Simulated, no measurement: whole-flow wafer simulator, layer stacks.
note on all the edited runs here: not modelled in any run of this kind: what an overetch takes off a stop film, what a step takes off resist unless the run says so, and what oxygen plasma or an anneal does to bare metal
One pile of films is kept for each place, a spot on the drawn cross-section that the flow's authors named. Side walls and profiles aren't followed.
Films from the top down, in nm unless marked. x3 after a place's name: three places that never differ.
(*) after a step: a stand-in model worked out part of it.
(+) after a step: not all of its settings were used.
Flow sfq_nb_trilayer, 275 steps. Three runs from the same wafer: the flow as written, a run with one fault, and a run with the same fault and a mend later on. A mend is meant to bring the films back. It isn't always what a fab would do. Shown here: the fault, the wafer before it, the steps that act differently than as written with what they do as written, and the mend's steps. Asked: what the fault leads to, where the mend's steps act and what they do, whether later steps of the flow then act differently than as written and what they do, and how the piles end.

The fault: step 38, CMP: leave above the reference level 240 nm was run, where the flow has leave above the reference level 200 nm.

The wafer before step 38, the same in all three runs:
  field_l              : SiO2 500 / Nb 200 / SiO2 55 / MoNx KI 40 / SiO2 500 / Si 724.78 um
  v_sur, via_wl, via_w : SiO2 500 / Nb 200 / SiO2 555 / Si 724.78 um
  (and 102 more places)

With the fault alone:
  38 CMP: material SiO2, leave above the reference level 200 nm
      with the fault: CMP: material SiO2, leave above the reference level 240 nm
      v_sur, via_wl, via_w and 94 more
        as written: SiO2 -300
        with the fault: SiO2 -260
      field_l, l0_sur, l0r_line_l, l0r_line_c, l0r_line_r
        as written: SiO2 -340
        with the fault: SiO2 -300
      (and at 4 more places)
  Later steps of the flow that act differently than as written (3 more steps differ only slightly, by at most 2% or 0.5 nm, whichever is larger, and aren't shown):
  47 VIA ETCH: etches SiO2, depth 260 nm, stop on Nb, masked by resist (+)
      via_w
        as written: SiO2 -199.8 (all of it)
        with the fault: SiO2 -239.8 (all of it)
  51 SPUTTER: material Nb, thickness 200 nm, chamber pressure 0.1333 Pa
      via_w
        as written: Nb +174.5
        with the fault: Nb +167.1
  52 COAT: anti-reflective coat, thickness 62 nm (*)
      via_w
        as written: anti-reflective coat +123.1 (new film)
        with the fault: anti-reflective coat +131.6 (new film)
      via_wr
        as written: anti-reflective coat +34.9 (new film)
        with the fault: anti-reflective coat +33.3 (new film)
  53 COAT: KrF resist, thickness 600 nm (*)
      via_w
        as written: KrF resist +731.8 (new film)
        with the fault: KrF resist +764.3 (new film)
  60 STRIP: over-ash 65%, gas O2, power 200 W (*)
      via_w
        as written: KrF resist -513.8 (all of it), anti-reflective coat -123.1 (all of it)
        with the fault: KrF resist -546.3 (all of it), anti-reflective coat -131.6 (all of it)
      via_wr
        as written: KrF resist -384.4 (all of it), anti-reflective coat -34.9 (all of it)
        with the fault: KrF resist -381.1 (all of it), anti-reflective coat -33.3 (all of it)
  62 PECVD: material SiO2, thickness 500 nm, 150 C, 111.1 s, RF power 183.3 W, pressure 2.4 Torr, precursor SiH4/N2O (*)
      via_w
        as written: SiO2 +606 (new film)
        with the fault: SiO2 +653.5 (new film)
  At the end the piles differ from the flow's by more than 2% or 0.5 nm, whichever is larger, at v_sur, via_wl, via_w and 75 more.
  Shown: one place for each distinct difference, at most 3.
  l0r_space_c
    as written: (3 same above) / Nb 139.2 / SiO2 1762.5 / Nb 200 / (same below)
    with the fault: (3 same above) / Nb 139.2 / SiO2 1802.5 / Nb 200 / (same below)
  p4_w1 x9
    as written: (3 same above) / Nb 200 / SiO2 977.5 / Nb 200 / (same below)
    with the fault: (3 same above) / Nb 200 / SiO2 1017.5 / Nb 200 / (same below)
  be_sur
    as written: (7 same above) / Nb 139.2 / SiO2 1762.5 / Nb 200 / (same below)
    with the fault: (7 same above) / Nb 139.2 / SiO2 1802.5 / Nb 200 / (same below)

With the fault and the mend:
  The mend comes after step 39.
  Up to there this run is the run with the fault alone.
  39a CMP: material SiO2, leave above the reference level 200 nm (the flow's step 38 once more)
      field_l, v_sur, via_wl and 103 more
        SiO2 -40
  No later step of the flow acts differently than as written at any place that is followed.
  At the end the piles are the same as the flow's at every place that both follow.
